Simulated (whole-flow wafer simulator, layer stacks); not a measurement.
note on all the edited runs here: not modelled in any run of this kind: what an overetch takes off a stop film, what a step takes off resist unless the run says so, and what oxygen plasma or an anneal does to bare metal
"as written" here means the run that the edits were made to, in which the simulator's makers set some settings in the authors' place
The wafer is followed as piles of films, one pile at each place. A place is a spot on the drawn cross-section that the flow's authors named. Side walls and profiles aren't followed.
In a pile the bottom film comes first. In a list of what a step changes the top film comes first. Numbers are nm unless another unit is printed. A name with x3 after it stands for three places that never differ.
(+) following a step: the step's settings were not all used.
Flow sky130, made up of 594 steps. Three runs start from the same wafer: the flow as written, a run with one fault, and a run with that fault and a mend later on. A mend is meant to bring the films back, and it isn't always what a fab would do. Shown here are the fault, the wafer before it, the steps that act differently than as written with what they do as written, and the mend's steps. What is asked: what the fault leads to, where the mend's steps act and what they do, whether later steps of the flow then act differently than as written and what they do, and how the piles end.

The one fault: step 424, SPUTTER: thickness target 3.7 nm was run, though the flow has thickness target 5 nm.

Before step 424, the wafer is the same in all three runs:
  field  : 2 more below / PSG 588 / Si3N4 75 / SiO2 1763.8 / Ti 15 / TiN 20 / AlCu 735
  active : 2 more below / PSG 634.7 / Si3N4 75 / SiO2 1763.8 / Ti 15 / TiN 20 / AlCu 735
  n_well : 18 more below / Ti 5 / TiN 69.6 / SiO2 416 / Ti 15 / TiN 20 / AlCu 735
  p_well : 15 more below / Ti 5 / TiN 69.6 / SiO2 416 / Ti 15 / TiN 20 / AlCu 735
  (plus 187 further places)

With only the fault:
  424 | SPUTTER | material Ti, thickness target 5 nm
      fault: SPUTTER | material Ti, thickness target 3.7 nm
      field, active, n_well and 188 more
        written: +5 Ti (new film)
        fault: +3.7 Ti (new film)
  Steps further on in the flow that do not act as written (21 more steps, not shown, differ only slightly: by at most 2% or 0.5 nm, whichever is larger):
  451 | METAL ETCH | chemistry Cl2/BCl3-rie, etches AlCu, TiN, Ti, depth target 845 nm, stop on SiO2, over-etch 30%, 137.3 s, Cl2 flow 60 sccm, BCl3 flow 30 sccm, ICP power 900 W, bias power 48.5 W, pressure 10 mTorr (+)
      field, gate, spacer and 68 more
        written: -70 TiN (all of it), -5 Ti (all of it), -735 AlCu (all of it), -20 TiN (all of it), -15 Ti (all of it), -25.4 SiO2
        fault: -70 TiN (all of it), -3.7 Ti (all of it), -735 AlCu (all of it), -20 TiN (all of it), -15 Ti (all of it), -25.5 SiO2
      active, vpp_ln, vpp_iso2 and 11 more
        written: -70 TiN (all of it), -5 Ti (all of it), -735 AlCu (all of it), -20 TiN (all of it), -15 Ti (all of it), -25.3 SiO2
        fault: -70 TiN (all of it), -3.7 Ti (all of it), -735 AlCu (all of it), -20 TiN (all of it), -15 Ti (all of it), -25.5 SiO2
  The piles end different from the flow's at n_well, p_well, gate_hv and 104 more by more than 2% or 0.5 nm, whichever is larger.
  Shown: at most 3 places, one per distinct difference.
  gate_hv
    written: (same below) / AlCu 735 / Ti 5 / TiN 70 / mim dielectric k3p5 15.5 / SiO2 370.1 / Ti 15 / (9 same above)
    fault: (same below) / AlCu 735 / Ti 3.7 / TiN 70 / mim dielectric k3p5 15.5 / SiO2 371.4 / Ti 15 / (9 same above)
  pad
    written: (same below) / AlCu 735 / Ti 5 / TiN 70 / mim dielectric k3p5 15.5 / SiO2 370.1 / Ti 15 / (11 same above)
    fault: (same below) / AlCu 735 / Ti 3.7 / TiN 70 / mim dielectric k3p5 15.5 / SiO2 371.4 / Ti 15 / (11 same above)
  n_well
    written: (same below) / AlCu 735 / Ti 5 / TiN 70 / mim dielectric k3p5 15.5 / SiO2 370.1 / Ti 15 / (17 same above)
    fault: (same below) / AlCu 735 / Ti 3.7 / TiN 70 / mim dielectric k3p5 15.5 / SiO2 371.4 / Ti 15 / (17 same above)

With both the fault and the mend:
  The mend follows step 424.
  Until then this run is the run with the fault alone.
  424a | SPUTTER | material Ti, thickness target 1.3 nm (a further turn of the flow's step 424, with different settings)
      field, active, n_well and 188 more
        +1.3 Ti
  Every later step of the flow that is run acts as written at every place that is followed.
  At every place that both follow, the piles at the end match the flow's.
